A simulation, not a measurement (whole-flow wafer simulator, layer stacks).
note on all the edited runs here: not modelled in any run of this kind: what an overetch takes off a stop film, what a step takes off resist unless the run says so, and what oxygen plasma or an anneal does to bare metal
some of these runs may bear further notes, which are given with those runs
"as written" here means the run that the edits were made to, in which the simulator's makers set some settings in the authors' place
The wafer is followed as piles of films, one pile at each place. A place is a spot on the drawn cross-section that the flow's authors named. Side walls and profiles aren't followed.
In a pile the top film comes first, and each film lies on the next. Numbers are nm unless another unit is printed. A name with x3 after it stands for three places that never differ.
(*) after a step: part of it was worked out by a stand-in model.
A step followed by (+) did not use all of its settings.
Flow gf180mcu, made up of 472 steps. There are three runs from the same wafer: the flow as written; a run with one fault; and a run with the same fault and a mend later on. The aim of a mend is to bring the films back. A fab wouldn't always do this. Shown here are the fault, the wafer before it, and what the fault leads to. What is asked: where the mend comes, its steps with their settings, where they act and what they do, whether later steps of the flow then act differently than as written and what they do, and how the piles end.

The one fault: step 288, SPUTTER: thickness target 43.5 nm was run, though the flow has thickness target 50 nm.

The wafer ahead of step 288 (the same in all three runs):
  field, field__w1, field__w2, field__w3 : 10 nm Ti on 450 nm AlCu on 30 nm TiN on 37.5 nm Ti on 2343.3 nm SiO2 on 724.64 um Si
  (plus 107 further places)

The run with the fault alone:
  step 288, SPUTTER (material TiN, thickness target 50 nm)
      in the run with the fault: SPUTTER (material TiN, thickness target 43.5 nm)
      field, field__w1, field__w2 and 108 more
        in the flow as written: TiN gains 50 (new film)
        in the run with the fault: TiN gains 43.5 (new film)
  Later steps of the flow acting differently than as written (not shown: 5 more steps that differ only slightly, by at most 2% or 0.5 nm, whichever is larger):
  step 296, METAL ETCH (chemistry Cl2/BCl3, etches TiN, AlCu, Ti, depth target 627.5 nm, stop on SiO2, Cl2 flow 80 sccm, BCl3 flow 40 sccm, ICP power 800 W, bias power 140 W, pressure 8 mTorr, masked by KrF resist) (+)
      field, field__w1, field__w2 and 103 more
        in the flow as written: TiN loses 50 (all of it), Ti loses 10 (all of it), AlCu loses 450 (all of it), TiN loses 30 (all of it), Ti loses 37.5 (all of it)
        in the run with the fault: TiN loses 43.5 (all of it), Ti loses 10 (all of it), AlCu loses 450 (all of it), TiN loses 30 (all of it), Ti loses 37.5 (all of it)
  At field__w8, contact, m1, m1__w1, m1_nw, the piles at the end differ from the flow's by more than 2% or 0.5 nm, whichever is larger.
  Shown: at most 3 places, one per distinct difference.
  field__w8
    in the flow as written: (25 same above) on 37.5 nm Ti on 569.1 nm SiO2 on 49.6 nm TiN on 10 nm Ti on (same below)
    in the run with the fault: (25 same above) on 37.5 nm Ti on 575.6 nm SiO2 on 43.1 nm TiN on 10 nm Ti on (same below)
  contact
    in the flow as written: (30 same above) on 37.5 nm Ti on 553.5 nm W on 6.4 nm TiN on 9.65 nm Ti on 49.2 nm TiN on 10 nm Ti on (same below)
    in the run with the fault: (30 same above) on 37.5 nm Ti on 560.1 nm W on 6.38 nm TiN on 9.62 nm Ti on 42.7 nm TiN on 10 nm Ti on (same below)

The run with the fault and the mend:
  The mend follows step 295.
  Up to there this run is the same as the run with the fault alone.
  step 295a, STRIP (chemistry O2/N2, power 2160 W, pressure 1700 mTorr) (*)
      field__w8, contact, m1, m1__w1, m1_nw
        KrF resist loses 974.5 (all of it)
  step 295b, SPUTTER (material TiN, thickness target 6.5 nm) (the flow's step 288 again, with other settings)
      field, field__w1, field__w2 and 108 more
        TiN gains 6.5
  step 295c, HMDS (120 C, 60 s) (the flow's step 290 again)
      leaves every film unchanged at each place that is followed
  step 295d, COAT (KrF resist, thickness 1000 nm) (the flow's step 291 again)
      field, field__w1, field__w2 and 108 more
        KrF resist gains 1000 (new film)
  step 295e, SOFTBAKE (KrF resist) (the flow's step 292 again)
      leaves every film unchanged at each place that is followed
  step 295f, EXPOSE (photomask Metal2) (the flow's step 293 again)
      leaves every film unchanged at each place that is followed
  step 295g, PEB (KrF resist, 135 C, 90 s) (the flow's step 294 again)
      field, field__w1, field__w2 and 108 more
        KrF resist loses 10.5
  step 295h, DEVELOP (thickness 1000 nm, 60 s) (the flow's step 295 again)
      field, field__w1, field__w2 and 103 more
        KrF resist loses 989.5 (all of it)
      field__w8, contact, m1, m1__w1, m1_nw
        KrF resist loses 14.9
  Every later step of the flow that is run acts as written at every place that is followed.
  By the end, the piles equal the flow's at every place that both follow.
